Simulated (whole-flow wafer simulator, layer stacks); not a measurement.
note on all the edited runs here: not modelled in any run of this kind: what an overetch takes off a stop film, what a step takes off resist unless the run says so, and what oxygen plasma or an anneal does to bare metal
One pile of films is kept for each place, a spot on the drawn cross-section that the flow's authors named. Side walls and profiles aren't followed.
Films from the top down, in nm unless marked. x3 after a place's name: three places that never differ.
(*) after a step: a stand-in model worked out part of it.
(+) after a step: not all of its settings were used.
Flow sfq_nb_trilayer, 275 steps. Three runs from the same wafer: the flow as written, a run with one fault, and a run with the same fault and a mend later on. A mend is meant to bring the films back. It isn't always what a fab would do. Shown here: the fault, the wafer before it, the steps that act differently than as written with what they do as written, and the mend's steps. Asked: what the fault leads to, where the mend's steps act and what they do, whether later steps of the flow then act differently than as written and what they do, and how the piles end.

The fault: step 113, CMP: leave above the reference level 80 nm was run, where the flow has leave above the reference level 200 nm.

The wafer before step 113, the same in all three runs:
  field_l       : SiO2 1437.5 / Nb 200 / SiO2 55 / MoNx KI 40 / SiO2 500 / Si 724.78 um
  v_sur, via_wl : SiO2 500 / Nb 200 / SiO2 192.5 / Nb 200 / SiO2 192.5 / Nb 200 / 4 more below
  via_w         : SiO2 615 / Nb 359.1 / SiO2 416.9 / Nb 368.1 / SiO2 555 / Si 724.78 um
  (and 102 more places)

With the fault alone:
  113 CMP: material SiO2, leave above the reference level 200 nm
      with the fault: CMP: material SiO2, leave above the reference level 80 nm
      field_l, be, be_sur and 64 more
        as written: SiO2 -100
        with the fault: SiO2 -220
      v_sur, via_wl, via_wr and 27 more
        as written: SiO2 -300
        with the fault: SiO2 -420
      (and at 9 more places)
  Later steps of the flow that act differently than as written (3 more steps differ only slightly, by at most 2% or 0.5 nm, whichever is larger, and aren't shown):
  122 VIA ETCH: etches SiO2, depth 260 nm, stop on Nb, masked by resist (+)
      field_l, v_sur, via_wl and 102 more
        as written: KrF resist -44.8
        with the fault: KrF resist -20.6
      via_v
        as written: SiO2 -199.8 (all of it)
        with the fault: SiO2 -79.8 (all of it)
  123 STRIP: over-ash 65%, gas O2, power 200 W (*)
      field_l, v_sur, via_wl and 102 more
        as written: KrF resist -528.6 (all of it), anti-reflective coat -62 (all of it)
        with the fault: KrF resist -552.8 (all of it), anti-reflective coat -62 (all of it)
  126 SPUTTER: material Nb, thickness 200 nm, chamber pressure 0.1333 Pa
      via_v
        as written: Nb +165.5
        with the fault: Nb +192
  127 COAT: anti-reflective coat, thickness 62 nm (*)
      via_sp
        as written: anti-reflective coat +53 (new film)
        with the fault: anti-reflective coat +54.5 (new film)
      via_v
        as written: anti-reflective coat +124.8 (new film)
        with the fault: anti-reflective coat +95.7 (new film)
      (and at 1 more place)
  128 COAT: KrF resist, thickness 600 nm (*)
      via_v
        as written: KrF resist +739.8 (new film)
        with the fault: KrF resist +641.5 (new film)
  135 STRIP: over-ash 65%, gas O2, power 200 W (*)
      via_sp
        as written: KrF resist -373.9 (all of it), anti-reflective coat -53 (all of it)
        with the fault: KrF resist -382.6 (all of it), anti-reflective coat -54.5 (all of it)
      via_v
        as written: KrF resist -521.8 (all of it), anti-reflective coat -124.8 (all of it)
        with the fault: KrF resist -423.8 (all of it), anti-reflective coat -95.7 (all of it)
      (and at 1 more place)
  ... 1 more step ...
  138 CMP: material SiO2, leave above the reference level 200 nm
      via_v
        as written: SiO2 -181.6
        with the fault: SiO2 -213.1
  At the end the piles differ from the flow's by more than 2% or 0.5 nm, whichever is larger, at field_l, v_sur, via_wl and 103 more.
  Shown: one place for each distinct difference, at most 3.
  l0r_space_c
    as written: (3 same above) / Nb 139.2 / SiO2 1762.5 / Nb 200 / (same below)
    with the fault: (3 same above) / Nb 139.2 / SiO2 1642.5 / Nb 200 / (same below)
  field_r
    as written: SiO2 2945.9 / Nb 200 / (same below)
    with the fault: SiO2 2825.9 / Nb 200 / (same below)
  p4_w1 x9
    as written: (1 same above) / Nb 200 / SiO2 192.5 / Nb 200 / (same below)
    with the fault: (1 same above) / Nb 200 / SiO2 72.5 / Nb 200 / (same below)

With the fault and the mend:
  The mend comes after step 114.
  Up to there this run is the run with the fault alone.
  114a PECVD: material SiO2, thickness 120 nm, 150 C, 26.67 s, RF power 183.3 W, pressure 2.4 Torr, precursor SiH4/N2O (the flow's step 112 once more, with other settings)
      field_l, v_sur, via_wl and 103 more
        SiO2 +120
  No later step of the flow acts differently than as written at any place that is followed.
  At the end the piles are the same as the flow's at every place that both follow.
